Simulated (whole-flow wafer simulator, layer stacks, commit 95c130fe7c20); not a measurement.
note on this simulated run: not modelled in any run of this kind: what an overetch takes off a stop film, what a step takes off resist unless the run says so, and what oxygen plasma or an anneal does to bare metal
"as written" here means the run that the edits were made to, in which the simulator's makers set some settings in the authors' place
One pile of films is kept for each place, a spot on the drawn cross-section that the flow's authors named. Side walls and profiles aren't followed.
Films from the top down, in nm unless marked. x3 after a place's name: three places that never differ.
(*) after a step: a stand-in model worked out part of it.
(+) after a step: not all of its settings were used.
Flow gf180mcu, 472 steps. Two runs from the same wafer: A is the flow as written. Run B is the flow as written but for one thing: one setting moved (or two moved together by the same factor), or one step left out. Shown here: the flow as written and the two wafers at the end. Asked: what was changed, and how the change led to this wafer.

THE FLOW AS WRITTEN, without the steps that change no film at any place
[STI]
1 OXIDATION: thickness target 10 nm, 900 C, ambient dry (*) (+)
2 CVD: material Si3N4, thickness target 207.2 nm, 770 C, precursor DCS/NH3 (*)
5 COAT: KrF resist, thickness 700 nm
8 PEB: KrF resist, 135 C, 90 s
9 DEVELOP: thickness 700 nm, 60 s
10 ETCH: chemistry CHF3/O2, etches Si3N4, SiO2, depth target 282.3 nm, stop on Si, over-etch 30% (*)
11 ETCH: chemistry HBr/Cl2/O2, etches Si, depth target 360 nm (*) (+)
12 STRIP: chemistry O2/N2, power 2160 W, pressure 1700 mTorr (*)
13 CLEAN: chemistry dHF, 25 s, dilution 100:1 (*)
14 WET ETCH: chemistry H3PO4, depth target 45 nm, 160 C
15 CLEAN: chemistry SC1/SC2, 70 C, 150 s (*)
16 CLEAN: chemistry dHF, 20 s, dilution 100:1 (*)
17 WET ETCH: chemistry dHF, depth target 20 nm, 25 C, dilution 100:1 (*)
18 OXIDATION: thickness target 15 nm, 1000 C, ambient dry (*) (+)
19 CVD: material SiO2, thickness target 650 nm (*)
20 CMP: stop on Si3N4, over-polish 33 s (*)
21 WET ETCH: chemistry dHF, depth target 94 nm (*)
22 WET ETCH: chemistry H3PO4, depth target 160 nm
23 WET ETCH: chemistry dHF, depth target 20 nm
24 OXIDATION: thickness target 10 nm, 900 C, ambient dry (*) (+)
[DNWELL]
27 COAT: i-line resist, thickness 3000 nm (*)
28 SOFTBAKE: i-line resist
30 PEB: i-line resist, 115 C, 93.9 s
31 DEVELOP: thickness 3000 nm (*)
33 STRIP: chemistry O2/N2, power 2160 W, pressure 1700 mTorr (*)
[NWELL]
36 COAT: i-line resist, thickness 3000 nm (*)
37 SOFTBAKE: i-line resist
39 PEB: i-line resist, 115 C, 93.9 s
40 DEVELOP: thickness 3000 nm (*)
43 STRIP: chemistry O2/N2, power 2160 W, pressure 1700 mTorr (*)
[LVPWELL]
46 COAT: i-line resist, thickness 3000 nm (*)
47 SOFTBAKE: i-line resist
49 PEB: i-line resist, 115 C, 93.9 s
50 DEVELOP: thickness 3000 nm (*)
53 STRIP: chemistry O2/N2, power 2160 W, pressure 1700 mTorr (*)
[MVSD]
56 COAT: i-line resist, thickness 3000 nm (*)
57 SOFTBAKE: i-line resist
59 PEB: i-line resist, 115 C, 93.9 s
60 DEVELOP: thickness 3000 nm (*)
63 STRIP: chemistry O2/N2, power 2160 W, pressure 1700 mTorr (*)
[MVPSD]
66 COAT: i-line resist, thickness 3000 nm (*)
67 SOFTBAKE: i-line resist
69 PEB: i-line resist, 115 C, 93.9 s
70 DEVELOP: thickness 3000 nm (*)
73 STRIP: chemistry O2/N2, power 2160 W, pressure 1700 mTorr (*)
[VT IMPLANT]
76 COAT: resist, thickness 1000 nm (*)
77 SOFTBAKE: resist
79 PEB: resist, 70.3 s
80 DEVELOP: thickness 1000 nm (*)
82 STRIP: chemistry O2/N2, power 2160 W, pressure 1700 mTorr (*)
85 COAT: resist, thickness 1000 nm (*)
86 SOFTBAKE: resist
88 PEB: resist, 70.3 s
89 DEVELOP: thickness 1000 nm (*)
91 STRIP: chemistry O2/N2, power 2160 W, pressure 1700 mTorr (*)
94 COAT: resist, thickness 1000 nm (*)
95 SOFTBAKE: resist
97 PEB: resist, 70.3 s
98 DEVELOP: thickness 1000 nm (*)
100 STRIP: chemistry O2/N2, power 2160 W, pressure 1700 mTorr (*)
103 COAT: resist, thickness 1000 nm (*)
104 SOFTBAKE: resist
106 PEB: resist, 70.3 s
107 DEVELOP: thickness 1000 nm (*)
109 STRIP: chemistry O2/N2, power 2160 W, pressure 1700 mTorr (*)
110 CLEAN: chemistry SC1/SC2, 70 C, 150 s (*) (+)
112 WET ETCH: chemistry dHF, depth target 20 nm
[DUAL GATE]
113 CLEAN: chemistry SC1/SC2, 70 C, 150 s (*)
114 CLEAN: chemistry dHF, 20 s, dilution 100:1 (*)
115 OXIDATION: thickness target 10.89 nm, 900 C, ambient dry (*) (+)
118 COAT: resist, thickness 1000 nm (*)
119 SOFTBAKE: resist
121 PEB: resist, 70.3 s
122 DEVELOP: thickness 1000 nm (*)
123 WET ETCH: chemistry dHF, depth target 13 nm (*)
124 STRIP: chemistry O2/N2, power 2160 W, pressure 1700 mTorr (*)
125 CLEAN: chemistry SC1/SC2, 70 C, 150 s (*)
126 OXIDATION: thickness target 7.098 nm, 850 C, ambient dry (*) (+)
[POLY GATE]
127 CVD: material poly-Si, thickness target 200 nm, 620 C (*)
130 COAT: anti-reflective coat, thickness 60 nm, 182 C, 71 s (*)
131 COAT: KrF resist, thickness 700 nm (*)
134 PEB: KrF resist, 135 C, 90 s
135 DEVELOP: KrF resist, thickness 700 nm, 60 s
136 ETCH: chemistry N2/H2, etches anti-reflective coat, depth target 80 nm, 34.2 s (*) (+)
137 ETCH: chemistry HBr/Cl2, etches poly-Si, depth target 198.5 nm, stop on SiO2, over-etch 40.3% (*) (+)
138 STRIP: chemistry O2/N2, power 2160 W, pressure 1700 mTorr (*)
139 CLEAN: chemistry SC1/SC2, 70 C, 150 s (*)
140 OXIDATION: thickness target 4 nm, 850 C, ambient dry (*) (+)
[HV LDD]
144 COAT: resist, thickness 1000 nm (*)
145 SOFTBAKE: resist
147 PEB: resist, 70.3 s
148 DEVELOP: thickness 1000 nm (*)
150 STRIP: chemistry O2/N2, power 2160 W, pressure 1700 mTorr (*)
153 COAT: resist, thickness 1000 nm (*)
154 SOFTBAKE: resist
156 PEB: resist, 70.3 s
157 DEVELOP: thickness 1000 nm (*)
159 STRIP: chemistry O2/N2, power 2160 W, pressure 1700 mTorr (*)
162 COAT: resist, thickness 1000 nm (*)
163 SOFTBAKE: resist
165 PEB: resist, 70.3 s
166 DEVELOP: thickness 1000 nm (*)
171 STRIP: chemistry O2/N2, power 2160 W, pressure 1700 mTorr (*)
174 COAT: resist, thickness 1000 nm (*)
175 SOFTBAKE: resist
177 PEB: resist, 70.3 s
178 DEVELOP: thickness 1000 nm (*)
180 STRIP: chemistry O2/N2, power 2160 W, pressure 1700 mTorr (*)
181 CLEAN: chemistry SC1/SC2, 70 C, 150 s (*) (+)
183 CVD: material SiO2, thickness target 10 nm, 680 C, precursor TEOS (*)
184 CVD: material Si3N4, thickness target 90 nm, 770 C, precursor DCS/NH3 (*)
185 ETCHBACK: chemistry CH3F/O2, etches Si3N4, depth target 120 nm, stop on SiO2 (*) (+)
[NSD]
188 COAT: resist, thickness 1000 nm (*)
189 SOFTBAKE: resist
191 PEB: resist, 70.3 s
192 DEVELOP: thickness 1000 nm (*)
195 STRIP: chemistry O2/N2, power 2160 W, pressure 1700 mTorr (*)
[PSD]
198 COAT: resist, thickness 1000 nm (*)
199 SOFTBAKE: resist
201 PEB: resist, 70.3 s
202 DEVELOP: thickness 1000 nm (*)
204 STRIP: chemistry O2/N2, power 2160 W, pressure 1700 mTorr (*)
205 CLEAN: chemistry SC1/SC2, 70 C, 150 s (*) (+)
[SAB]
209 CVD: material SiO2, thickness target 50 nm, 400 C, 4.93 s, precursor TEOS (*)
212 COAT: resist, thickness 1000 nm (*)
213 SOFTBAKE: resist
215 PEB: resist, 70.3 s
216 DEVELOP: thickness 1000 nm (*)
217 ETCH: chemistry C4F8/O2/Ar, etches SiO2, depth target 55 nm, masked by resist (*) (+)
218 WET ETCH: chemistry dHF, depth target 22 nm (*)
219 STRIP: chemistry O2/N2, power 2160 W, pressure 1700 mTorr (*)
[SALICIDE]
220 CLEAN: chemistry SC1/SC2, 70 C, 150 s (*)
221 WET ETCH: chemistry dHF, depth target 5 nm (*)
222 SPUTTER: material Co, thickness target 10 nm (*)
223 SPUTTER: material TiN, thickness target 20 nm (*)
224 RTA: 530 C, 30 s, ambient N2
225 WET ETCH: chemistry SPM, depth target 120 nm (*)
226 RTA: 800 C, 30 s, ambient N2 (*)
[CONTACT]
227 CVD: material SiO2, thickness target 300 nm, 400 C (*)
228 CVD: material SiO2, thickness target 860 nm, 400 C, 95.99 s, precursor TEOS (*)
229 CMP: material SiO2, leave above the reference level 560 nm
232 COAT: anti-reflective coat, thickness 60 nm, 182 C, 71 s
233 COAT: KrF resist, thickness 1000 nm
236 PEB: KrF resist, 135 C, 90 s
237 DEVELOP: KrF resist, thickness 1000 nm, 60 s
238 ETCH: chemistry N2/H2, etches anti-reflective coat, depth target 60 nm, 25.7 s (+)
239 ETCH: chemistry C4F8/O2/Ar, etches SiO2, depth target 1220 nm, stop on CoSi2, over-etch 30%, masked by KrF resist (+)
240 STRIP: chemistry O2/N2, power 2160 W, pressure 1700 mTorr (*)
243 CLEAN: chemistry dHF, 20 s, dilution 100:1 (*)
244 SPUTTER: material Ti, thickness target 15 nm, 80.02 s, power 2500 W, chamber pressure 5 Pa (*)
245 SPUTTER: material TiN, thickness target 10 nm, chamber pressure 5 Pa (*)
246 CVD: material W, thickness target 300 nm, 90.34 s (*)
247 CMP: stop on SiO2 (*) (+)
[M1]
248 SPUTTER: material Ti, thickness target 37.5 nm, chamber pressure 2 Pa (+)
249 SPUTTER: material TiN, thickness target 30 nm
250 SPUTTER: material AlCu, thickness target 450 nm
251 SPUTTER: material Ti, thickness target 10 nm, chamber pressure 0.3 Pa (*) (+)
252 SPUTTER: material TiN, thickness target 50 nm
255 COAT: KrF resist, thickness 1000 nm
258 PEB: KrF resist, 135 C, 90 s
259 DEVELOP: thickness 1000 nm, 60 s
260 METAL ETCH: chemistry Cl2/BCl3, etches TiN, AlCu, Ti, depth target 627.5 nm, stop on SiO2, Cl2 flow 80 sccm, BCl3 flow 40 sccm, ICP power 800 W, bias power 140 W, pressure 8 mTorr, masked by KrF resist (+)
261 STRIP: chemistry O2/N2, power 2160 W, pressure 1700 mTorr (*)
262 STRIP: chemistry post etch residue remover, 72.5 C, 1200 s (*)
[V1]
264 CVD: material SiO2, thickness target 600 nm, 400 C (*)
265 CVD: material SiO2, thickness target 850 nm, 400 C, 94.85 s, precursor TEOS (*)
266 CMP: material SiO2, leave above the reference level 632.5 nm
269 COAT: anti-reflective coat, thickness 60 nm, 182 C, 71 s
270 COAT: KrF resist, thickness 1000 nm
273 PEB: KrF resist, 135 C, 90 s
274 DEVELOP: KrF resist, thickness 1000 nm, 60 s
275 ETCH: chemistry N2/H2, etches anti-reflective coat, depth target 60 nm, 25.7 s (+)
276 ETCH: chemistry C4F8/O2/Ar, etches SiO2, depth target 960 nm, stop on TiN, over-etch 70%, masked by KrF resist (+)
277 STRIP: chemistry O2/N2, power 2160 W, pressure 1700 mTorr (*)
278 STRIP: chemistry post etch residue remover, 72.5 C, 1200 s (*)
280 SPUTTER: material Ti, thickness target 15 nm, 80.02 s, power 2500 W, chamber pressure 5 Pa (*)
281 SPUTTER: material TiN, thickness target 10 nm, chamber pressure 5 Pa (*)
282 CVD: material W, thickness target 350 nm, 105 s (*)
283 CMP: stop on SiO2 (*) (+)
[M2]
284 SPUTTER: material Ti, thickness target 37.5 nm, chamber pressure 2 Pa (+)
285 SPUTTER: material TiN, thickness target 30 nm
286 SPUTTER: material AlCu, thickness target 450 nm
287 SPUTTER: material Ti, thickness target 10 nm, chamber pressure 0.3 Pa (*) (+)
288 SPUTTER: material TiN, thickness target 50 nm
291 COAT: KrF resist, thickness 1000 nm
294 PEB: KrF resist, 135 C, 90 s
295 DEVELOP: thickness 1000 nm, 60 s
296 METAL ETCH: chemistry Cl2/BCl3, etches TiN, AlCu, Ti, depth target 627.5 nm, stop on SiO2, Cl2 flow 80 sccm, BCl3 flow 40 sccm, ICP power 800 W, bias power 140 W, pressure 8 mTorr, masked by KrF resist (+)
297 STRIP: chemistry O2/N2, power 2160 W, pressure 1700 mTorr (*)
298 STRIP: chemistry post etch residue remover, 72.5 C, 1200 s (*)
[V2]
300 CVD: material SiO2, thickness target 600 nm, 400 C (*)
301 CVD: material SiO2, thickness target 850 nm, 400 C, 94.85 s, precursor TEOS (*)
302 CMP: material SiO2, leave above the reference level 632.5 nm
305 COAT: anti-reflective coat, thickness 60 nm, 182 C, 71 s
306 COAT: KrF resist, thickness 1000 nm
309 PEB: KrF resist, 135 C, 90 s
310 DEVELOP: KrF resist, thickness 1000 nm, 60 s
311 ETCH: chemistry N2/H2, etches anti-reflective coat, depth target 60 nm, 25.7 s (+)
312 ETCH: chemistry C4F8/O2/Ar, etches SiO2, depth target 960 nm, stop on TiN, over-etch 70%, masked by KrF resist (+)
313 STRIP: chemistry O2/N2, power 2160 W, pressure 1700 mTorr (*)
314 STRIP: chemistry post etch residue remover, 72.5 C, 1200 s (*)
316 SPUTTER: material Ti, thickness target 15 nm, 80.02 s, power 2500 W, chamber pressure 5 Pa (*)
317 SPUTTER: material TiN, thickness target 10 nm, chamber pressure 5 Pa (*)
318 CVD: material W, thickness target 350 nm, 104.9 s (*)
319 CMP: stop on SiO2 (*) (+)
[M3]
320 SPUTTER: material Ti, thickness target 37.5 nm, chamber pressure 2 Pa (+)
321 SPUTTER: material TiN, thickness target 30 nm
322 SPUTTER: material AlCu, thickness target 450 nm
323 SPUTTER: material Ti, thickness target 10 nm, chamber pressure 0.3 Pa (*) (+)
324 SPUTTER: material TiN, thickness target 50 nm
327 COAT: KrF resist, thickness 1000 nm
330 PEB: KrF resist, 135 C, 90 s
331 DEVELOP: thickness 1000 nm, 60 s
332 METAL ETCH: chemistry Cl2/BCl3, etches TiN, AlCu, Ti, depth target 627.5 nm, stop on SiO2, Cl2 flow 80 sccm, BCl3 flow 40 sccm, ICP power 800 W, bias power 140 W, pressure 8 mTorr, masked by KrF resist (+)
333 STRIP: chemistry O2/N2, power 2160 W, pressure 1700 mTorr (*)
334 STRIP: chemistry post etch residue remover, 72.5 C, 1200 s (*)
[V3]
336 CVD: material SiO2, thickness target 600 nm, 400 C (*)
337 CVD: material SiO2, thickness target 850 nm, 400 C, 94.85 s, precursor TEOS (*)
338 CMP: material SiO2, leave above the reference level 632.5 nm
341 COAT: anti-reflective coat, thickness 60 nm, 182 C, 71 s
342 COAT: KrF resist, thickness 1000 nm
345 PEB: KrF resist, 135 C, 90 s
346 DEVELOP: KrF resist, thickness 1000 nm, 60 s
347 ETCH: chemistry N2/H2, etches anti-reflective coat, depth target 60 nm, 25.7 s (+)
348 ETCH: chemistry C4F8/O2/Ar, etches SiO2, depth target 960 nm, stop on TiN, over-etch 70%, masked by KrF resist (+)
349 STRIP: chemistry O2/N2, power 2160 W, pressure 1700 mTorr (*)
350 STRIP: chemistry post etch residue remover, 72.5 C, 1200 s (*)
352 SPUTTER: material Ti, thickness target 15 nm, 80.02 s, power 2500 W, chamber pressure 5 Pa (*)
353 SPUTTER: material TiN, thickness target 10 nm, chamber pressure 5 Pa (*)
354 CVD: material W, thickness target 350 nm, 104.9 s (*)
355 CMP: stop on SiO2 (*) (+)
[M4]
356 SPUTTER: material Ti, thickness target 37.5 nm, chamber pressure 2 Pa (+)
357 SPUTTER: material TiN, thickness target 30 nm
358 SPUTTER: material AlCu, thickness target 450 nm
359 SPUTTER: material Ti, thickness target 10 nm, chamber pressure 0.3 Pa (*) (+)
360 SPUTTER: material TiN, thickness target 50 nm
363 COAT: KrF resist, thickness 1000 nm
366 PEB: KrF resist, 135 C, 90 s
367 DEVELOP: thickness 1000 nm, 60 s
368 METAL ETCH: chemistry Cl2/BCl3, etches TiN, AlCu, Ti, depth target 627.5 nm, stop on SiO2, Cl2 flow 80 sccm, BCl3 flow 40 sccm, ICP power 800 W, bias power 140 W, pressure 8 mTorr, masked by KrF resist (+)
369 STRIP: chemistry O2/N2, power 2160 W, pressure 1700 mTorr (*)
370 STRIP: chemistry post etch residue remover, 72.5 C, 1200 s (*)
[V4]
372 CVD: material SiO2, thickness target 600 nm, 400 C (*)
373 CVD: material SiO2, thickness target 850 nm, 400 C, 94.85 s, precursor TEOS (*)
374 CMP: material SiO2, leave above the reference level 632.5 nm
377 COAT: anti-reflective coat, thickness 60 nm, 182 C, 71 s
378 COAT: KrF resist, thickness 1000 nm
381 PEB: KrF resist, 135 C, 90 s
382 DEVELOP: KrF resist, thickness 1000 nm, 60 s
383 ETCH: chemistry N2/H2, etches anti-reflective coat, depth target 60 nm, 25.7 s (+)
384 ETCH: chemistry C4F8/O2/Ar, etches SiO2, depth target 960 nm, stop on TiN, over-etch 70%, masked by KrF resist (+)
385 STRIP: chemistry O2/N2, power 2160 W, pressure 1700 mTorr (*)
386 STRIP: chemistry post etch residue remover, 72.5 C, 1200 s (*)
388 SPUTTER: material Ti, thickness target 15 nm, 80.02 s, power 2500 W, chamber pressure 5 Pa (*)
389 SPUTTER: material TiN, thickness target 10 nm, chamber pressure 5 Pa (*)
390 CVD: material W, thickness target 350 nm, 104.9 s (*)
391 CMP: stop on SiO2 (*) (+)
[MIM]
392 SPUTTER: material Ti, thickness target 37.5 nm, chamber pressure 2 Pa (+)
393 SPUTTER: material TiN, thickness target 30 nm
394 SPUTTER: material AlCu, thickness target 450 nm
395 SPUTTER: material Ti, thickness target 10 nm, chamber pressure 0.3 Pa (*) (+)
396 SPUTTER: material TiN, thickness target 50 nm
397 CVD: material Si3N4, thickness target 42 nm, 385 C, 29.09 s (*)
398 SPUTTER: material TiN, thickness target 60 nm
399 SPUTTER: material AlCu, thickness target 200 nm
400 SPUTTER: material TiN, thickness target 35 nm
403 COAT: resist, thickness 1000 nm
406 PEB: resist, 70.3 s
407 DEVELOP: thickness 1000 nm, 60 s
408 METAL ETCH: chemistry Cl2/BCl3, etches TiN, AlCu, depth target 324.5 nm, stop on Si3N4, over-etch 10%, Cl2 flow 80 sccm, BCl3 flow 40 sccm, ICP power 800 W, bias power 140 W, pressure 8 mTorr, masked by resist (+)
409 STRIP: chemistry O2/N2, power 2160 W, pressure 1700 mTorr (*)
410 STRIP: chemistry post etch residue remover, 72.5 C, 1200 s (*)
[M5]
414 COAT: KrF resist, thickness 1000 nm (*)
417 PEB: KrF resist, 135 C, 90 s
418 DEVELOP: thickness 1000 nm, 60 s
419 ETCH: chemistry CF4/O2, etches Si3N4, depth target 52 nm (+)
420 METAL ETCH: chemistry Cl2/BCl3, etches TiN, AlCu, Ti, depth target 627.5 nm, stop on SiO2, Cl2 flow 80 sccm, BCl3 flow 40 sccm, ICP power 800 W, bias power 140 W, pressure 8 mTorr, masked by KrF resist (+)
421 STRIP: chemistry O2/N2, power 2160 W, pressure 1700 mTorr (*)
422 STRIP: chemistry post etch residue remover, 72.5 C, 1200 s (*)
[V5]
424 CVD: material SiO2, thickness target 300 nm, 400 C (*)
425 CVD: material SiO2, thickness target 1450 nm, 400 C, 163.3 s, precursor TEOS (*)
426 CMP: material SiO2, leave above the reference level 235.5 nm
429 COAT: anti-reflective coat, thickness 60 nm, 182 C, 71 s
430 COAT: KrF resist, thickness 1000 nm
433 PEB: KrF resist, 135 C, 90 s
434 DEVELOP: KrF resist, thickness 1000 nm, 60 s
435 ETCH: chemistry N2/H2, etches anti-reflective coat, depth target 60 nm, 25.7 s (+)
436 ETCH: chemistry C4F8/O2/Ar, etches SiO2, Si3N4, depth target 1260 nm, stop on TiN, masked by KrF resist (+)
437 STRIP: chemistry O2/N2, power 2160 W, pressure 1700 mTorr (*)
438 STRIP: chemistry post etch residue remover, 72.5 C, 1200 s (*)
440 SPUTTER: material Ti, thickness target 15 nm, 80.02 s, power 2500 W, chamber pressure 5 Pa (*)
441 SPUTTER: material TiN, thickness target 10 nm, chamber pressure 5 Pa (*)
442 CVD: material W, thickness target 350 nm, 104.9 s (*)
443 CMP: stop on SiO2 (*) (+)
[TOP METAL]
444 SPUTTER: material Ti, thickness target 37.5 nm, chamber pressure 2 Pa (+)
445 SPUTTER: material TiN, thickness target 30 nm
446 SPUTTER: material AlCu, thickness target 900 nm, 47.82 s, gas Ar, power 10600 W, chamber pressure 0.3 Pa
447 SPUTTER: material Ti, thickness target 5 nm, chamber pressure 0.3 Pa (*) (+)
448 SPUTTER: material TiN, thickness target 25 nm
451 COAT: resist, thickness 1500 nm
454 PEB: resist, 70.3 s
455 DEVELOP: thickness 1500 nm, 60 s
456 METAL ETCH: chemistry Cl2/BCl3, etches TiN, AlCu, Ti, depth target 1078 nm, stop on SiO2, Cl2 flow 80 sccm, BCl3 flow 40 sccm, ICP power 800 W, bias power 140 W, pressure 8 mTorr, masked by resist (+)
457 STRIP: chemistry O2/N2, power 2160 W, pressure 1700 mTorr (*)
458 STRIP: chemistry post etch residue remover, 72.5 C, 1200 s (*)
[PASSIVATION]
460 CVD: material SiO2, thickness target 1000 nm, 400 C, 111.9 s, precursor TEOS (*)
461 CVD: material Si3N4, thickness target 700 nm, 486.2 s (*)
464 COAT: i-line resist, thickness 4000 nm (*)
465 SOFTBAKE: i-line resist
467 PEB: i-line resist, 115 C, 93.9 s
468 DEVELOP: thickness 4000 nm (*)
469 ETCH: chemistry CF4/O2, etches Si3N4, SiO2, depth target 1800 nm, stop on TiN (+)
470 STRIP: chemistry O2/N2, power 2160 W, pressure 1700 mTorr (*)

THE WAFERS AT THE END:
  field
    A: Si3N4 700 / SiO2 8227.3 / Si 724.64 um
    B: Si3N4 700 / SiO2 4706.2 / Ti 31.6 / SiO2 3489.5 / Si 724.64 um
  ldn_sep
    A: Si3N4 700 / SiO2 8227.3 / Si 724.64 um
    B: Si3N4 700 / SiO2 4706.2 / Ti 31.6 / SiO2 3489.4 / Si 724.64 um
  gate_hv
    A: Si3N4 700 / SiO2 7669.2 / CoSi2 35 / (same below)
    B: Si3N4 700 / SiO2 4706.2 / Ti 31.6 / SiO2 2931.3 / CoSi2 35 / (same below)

The cause: step 332, METAL ETCH: depth target 545.9 nm was run, where the flow has depth target 627.5 nm.

How the change led to this, step by step:
  332 METAL ETCH: chemistry Cl2/BCl3, etches TiN, AlCu, Ti, depth target 627.5 nm, stop on SiO2, Cl2 flow 80 sccm, BCl3 flow 40 sccm, ICP power 800 W, bias power 140 W, pressure 8 mTorr, masked by KrF resist (+)
      field, field__w1, field__w2 and 103 more: A TiN -50 (all of it), Ti -10 (all of it), AlCu -450 (all of it), TiN -30 (all of it), Ti -37.5 (all of it) | B TiN -50 (all of it), Ti -10 (all of it), AlCu -450 (all of it), TiN -30 (all of it), Ti -5.9
      field__w8, contact, m1, m1__w1, m1_nw: A KrF resist -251 | B KrF resist -218.4
  333 STRIP: chemistry O2/N2, power 2160 W, pressure 1700 mTorr (*)
      field__w8, contact, m1, m1__w1, m1_nw: A KrF resist -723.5 (all of it) | B KrF resist -756.2 (all of it)
  336 CVD: material SiO2, thickness target 600 nm, 400 C (*)
      field, field__w1, field__w2 and 103 more: A SiO2 +600 | B SiO2 +600 (new film)
  338 CMP: material SiO2, leave above the reference level 632.5 nm
      field, field__w1, field__w2 and 103 more: A SiO2 -300 | B SiO2 -331.6
Counting metal films that touch as one body, field has 1 body; the flow as written gives 0 bodies.
Counting metal films that touch as one body, ldn_sep has 1 body; the flow as written gives 0 bodies.
Counting metal films that touch as one body, gate_hv has 2 bodies (between them, from the top down: SiO2 2931.3); the flow as written gives 1 body.
